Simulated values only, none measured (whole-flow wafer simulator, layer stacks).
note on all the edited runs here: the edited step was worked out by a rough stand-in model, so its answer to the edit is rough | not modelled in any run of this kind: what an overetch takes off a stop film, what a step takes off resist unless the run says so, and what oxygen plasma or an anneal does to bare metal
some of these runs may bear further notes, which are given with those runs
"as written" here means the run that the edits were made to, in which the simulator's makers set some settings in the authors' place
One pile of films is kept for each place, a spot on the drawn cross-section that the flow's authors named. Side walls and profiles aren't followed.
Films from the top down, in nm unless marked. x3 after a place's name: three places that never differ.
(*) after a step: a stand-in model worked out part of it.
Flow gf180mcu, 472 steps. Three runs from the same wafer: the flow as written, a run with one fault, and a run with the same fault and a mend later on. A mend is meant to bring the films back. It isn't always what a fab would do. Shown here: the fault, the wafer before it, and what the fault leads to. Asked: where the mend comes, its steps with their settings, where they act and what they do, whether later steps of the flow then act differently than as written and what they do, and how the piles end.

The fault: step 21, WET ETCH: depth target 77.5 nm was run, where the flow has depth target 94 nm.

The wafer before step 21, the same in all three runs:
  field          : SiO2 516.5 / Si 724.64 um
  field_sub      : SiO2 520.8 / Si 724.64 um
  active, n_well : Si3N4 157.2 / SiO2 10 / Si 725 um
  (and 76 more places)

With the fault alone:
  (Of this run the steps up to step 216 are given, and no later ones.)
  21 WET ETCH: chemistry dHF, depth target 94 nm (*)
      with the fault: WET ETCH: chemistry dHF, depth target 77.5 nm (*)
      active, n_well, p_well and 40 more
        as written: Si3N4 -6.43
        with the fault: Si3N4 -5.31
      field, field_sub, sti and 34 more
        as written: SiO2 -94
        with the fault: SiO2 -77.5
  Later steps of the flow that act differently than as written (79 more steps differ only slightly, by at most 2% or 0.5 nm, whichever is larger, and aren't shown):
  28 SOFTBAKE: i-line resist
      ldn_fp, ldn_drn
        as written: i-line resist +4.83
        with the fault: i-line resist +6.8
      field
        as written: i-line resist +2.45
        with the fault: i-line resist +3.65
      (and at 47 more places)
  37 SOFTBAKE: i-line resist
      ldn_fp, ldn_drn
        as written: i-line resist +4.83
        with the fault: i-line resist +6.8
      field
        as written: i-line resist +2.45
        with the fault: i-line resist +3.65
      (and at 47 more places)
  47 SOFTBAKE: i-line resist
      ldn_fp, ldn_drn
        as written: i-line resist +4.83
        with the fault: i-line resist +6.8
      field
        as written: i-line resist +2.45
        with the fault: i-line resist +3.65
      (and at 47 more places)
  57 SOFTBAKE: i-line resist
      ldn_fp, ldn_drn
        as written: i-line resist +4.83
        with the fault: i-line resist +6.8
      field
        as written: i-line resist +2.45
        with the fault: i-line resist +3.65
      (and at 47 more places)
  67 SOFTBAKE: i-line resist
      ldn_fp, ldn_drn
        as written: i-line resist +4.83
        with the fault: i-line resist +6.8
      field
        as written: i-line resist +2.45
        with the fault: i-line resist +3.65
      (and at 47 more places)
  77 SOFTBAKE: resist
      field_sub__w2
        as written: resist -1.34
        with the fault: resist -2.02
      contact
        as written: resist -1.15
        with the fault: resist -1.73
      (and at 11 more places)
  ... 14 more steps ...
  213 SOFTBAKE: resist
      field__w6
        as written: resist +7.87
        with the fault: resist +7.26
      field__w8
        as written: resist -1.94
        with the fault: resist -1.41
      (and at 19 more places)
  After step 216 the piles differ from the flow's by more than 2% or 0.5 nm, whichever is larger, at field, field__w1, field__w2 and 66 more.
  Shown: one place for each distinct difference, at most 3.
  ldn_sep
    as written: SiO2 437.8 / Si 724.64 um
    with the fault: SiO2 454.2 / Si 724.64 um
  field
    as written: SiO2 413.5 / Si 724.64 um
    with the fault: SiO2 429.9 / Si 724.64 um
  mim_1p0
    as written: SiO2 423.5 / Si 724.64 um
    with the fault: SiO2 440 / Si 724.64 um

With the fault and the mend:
  The mend comes after step 21.
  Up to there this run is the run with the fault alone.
  21a WET ETCH: chemistry dHF, depth target 16.5 nm (the flow's step 21 once more, with other settings)
      field, field_sub, sti and 34 more
        SiO2 -16.5
  No later step of the flow acts differently than as written, at any place that is followed, by more than 2% or 0.5 nm, whichever is larger.
  At the end the piles are the same as the flow's at every place that both follow.
